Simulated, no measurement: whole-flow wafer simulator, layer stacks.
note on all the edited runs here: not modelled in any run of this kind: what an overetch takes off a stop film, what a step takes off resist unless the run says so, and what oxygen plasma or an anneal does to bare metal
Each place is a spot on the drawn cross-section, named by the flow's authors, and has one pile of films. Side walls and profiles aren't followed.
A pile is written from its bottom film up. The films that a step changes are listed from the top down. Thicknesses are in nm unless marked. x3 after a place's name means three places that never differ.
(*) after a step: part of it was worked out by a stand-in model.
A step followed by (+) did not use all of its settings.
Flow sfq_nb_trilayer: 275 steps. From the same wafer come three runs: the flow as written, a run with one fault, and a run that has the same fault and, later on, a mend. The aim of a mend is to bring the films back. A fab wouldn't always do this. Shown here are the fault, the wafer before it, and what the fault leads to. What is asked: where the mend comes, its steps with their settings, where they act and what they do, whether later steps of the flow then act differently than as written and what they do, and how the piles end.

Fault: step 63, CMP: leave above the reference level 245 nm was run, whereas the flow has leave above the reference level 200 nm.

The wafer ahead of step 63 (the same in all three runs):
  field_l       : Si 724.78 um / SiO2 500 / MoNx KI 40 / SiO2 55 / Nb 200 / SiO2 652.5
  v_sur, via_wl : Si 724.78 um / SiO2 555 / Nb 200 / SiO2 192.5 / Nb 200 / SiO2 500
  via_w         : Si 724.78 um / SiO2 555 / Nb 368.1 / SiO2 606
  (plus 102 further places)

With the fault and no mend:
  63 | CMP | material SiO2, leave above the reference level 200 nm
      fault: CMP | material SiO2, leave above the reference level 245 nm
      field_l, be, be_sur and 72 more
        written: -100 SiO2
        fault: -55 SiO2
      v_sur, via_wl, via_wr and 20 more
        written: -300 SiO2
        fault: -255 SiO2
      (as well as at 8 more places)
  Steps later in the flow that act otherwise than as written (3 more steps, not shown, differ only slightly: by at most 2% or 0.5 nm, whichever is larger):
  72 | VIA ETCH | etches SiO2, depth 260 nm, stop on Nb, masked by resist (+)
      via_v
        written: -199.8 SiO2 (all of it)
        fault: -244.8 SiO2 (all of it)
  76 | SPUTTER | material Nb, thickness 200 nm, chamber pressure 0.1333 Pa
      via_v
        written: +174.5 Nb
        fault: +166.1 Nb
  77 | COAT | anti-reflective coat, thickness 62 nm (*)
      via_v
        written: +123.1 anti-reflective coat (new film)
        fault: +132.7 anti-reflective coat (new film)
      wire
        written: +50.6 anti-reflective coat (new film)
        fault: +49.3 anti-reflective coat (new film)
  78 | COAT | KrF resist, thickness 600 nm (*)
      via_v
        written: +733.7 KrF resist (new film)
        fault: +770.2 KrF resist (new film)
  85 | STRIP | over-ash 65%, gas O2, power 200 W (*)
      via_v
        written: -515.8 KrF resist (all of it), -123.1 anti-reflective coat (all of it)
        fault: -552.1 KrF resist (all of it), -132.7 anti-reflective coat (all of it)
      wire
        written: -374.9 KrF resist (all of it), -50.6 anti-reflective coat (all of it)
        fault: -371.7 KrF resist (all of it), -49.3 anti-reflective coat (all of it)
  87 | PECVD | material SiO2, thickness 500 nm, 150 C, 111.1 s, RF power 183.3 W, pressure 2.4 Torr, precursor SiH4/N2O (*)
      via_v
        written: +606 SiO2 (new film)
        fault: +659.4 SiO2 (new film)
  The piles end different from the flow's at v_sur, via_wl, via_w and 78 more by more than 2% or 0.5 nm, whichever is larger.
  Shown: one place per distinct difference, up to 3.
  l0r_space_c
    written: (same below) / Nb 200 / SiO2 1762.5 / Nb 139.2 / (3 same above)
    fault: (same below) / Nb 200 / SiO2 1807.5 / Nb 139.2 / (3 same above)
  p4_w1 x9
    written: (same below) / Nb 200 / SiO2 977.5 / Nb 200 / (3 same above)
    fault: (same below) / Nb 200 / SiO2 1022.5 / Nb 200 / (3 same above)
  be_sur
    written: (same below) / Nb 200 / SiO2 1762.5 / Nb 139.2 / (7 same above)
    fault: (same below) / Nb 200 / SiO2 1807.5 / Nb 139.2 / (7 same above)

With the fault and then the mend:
  The mend stands after step 64.
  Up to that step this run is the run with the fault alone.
  64a | CMP | material SiO2, leave above the reference level 200 nm (the flow's step 63, run once more)
      field_l, v_sur, via_wl and 103 more
        -45 SiO2
  Every later step of the flow that is run acts as written at every place that is followed.
  By the end, the piles equal the flow's at every place that both follow.
